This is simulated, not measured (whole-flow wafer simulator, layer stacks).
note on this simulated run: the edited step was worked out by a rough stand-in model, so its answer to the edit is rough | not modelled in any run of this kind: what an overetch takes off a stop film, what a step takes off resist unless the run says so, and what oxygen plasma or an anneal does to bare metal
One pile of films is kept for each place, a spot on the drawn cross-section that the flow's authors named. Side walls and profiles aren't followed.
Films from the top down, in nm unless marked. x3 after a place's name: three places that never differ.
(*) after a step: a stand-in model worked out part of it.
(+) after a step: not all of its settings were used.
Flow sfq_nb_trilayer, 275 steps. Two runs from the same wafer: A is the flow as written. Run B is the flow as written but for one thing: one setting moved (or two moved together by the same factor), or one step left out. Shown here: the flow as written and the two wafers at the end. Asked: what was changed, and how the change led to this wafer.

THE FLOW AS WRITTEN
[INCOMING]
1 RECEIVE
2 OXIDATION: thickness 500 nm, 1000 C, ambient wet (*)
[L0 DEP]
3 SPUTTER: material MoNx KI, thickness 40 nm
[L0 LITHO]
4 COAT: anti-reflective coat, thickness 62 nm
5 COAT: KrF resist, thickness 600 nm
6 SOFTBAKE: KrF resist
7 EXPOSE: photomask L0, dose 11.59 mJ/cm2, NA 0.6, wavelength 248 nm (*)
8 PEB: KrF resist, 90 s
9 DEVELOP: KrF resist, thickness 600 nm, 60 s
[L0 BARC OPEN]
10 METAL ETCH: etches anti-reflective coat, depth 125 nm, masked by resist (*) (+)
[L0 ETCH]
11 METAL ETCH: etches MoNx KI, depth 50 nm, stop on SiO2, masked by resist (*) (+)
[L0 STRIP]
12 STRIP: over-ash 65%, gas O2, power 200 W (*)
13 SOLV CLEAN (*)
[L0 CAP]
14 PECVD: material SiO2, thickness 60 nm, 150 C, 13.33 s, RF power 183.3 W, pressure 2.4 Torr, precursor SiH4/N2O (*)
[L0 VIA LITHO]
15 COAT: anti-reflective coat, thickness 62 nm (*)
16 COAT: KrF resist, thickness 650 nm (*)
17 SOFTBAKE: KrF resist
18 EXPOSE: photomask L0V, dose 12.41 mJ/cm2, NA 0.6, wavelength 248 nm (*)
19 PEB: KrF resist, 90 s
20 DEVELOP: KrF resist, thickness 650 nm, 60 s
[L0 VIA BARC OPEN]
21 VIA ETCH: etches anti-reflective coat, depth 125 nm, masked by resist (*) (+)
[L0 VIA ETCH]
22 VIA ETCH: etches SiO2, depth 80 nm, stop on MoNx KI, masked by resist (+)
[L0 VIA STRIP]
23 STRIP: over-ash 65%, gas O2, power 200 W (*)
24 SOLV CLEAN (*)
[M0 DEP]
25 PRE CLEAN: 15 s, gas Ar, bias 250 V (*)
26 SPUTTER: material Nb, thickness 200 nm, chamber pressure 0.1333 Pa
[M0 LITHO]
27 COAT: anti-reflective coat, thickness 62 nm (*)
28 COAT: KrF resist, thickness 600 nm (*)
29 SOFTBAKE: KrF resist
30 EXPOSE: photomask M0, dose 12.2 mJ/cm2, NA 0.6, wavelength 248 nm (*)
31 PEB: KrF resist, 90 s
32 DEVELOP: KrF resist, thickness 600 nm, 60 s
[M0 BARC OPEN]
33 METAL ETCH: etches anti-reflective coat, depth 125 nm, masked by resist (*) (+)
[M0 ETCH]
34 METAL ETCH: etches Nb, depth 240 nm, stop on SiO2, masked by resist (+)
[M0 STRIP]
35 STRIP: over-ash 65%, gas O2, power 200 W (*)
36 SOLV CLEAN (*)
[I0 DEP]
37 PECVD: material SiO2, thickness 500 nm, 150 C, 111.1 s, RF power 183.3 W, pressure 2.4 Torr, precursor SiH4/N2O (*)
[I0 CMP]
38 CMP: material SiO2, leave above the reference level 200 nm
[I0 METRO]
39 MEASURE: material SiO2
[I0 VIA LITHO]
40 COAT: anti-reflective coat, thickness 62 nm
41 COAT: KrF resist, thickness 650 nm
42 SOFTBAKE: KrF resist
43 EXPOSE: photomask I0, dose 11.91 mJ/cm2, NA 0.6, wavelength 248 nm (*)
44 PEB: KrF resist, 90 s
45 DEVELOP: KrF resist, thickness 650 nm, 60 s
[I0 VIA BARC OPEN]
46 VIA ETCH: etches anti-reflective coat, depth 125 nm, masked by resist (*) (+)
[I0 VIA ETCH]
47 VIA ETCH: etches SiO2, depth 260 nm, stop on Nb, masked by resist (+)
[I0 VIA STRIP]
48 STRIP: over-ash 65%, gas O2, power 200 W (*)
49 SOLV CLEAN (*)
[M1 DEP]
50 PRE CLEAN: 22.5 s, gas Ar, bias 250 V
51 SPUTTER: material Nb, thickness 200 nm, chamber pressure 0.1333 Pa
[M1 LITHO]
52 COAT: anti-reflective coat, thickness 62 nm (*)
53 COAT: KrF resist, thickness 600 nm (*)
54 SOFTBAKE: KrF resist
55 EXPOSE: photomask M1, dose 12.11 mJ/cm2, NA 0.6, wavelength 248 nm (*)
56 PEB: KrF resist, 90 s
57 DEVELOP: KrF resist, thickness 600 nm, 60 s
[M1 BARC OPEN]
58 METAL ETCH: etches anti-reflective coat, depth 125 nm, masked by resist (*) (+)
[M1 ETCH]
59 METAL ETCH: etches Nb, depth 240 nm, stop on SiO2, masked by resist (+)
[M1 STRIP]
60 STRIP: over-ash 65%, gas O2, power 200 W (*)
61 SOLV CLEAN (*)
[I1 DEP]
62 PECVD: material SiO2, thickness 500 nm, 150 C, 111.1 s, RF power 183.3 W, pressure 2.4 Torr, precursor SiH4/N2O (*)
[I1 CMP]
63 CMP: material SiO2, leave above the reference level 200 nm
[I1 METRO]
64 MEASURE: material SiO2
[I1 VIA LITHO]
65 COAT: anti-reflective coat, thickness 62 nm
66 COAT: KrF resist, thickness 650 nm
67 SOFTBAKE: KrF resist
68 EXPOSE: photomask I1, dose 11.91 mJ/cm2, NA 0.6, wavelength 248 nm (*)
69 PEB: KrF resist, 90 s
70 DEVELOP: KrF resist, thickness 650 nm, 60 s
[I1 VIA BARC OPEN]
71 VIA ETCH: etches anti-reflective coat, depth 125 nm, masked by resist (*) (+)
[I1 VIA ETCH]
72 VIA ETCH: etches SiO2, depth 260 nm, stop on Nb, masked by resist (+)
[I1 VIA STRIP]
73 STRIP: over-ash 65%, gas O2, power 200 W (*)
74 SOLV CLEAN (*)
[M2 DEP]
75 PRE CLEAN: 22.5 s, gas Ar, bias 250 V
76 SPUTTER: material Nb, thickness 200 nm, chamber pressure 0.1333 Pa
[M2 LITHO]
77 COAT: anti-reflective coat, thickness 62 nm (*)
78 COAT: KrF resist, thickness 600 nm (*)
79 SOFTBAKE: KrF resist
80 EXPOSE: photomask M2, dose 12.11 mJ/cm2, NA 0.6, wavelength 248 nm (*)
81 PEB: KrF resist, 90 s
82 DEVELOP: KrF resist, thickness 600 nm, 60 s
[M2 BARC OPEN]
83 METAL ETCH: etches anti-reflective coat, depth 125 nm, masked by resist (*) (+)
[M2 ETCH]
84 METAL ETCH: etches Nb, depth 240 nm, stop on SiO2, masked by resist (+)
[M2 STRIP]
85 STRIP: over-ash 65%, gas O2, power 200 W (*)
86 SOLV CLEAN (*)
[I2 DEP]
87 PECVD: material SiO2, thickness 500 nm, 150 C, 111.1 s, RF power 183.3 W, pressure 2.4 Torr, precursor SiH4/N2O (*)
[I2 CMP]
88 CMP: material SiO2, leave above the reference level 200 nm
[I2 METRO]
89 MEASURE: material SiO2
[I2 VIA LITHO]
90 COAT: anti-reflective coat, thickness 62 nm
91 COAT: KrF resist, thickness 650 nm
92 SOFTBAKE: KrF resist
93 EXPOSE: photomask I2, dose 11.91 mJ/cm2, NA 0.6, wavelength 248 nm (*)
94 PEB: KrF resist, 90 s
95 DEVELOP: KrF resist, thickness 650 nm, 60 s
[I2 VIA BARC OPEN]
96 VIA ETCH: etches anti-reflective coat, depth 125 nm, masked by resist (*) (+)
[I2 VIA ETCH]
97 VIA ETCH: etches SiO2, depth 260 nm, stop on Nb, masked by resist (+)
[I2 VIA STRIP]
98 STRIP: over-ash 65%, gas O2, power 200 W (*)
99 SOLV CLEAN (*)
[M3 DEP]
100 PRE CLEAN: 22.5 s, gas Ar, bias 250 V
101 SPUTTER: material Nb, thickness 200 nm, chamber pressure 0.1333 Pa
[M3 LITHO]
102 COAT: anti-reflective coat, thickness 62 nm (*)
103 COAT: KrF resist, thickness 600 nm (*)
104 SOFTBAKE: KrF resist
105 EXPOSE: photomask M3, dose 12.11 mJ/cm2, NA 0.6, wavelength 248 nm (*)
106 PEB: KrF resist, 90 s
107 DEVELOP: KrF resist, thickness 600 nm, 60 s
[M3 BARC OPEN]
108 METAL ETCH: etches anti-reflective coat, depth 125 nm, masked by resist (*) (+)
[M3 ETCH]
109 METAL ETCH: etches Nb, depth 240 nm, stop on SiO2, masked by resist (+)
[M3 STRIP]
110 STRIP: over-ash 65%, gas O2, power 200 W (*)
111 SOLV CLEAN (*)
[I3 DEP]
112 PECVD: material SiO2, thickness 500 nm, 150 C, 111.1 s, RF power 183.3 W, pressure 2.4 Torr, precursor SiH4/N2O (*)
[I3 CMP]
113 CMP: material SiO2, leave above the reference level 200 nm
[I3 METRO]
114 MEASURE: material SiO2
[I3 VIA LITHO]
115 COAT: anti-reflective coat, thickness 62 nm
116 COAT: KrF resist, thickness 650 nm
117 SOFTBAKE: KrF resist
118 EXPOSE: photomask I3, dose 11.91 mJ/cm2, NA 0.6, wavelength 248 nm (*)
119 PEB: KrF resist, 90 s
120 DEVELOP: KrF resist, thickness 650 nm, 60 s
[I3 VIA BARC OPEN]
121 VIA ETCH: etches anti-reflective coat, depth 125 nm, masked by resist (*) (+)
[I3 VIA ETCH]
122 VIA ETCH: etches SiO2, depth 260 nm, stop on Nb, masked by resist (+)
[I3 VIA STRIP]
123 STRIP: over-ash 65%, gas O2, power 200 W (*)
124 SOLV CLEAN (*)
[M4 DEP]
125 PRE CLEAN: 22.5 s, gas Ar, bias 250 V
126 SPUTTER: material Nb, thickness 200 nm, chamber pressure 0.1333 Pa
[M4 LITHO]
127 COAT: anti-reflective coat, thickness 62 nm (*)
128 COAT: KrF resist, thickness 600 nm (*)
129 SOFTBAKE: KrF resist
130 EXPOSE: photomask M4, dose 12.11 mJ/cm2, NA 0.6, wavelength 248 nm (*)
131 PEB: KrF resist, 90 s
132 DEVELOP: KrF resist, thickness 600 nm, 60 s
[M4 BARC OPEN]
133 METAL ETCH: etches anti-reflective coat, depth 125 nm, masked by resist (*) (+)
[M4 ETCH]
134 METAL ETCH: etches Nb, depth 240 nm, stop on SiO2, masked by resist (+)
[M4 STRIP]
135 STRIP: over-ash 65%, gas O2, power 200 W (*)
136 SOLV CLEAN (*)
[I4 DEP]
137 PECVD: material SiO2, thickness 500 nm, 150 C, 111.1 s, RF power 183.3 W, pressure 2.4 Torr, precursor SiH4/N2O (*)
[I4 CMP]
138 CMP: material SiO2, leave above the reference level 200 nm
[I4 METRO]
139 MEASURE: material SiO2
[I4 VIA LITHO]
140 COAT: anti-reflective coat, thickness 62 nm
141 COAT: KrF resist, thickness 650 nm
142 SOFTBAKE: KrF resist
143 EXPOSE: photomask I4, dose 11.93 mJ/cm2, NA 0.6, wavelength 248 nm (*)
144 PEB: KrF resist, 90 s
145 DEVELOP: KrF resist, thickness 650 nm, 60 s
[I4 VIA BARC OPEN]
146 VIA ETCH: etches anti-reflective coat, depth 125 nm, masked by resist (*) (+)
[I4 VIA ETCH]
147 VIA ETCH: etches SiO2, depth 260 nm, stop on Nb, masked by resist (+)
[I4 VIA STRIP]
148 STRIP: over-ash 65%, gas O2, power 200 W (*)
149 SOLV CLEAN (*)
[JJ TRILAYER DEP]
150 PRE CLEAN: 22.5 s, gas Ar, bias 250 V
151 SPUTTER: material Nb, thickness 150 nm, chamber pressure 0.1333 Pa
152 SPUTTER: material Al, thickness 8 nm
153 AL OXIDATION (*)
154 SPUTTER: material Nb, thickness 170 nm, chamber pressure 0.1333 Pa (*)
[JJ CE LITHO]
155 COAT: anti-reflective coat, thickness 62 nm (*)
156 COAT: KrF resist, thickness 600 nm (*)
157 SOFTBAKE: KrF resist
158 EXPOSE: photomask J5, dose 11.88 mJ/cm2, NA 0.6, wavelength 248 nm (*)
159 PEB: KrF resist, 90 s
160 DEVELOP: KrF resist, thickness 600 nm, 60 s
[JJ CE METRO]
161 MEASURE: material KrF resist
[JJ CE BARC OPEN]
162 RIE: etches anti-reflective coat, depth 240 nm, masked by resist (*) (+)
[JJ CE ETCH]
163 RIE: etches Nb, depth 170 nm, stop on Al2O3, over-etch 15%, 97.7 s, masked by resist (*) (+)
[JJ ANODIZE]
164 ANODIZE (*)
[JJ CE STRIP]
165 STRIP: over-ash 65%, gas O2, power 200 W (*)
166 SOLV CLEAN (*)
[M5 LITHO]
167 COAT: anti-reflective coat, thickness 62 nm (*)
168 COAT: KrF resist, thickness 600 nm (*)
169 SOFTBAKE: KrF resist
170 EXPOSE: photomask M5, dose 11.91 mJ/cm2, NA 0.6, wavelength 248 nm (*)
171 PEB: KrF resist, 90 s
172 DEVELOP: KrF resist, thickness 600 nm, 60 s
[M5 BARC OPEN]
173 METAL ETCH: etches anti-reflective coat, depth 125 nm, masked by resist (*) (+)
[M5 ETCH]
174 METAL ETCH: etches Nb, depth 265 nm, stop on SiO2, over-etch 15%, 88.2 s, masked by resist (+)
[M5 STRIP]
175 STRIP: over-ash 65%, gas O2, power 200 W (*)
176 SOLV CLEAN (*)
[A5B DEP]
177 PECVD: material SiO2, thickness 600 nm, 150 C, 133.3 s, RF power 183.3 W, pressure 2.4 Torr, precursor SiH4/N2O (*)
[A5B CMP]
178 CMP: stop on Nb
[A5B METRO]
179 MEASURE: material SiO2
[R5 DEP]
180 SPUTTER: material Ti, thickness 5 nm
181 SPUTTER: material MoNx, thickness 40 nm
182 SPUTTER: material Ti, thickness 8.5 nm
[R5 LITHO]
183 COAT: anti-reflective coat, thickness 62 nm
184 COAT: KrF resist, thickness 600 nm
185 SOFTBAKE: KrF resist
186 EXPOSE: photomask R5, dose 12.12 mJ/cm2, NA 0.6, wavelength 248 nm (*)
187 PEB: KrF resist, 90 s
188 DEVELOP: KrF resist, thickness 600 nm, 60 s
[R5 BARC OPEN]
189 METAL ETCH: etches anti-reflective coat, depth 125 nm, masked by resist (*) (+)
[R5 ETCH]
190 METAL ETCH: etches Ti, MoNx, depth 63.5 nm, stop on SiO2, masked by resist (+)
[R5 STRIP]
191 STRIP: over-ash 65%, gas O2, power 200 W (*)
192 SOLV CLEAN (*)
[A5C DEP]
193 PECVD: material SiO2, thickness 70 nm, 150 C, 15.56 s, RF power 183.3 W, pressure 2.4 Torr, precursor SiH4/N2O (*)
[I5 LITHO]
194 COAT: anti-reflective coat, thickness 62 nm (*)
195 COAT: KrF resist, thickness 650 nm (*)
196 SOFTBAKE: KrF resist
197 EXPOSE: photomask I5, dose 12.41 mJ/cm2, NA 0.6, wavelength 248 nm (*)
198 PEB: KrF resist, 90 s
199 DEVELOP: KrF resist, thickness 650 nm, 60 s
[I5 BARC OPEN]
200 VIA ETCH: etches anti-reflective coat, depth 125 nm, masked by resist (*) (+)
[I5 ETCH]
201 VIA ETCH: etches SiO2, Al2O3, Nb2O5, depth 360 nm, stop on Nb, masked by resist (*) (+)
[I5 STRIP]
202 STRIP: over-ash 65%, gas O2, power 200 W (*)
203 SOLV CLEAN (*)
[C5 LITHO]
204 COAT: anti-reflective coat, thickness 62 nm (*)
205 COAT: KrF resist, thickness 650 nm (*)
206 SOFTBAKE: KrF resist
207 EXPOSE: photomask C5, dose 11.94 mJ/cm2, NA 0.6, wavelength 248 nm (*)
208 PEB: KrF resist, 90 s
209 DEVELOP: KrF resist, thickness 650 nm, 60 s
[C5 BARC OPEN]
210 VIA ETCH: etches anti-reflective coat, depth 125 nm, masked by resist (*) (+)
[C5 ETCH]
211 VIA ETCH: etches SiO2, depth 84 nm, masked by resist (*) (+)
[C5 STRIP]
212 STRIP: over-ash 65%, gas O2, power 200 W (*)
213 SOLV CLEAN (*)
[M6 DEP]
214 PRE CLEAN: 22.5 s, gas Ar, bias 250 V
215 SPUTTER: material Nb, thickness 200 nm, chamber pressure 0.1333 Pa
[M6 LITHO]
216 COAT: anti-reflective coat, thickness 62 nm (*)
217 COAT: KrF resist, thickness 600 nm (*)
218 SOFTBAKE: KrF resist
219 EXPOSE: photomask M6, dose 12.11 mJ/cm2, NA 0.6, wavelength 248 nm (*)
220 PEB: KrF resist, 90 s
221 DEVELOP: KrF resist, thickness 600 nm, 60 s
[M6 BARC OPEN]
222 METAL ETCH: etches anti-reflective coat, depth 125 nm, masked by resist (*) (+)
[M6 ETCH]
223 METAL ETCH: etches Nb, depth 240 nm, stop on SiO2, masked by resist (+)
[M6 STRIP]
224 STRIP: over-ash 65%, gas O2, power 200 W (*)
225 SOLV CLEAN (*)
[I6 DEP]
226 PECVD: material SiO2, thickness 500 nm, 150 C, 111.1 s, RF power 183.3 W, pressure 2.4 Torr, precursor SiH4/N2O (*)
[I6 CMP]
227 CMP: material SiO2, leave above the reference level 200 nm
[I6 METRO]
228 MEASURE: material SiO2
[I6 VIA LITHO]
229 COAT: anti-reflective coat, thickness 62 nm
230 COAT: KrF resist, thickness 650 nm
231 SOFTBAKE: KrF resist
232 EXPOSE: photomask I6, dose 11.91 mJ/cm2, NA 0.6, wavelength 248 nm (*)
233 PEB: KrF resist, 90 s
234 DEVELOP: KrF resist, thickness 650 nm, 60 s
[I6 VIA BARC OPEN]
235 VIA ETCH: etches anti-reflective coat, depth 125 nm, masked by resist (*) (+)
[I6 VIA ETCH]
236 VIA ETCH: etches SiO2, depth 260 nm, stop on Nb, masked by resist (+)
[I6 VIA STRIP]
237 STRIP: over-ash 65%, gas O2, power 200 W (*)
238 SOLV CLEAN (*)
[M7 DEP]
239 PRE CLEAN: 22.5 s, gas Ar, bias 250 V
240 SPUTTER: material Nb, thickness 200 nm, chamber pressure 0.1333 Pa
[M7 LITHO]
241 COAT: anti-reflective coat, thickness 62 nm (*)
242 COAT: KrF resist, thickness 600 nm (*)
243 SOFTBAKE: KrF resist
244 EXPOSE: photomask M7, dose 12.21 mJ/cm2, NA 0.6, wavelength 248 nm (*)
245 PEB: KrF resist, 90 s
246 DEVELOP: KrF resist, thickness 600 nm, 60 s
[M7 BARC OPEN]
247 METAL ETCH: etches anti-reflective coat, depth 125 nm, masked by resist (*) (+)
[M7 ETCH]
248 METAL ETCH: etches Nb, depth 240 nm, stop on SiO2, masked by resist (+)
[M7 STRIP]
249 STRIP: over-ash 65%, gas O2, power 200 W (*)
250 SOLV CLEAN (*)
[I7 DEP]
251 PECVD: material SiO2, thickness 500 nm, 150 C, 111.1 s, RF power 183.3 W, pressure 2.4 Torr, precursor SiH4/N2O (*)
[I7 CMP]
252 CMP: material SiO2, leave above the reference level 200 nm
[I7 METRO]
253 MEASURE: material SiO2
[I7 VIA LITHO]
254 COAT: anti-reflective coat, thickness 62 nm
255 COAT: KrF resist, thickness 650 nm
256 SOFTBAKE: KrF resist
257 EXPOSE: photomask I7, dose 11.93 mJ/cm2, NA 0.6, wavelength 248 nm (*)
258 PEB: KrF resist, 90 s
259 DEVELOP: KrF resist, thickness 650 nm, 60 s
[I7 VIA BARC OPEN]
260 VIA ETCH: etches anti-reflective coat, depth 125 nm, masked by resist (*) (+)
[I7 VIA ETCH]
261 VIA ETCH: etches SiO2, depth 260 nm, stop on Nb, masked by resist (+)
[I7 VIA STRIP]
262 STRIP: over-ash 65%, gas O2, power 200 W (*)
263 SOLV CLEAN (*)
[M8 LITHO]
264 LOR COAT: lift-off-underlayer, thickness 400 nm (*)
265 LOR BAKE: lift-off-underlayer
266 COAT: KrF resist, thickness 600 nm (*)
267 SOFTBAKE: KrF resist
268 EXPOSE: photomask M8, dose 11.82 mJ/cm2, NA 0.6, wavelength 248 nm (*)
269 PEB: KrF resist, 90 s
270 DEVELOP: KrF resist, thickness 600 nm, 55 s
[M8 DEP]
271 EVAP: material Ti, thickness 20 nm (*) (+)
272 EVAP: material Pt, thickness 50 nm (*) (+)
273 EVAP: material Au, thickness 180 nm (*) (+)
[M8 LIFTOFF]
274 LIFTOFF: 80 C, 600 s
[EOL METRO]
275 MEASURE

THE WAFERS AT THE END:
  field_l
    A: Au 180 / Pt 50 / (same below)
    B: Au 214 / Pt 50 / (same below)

The cause: step 273, EVAP: thickness 214 nm was run, where the flow has thickness 180 nm.
It can be read off the wafer: field_l has Au 214, and step 273 as written asks for 180 nm.

How the change led to this, step by step:
  273 EVAP: material Au, thickness 180 nm (*) (+)
      field_l, v_sur, via_wl and 103 more: A Au +180 (new film) | B Au +214 (new film)
  274 LIFTOFF: 80 C, 600 s
      p4_fl, p4_fm, p4_w1 and 71 more: A Au -180 (all of it), Pt -50 (all of it), Ti -20 (all of it), KrF resist -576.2 (all of it), lift-off-underlayer -400 (all of it) | B Au -214 (all of it), Pt -50 (all of it), Ti -20 (all of it), KrF resist -576.2 (all of it), lift-off-underlayer -400 (all of it)
      c5j, ce_r: A Au -180 (all of it), Pt -50 (all of it), Ti -20 (all of it), KrF resist -573.3 (all of it), lift-off-underlayer -399.3 (all of it) | B Au -214 (all of it), Pt -50 (all of it), Ti -20 (all of it), KrF resist -573.3 (all of it), lift-off-underlayer -399.3 (all of it)
      (and at 19 more places)
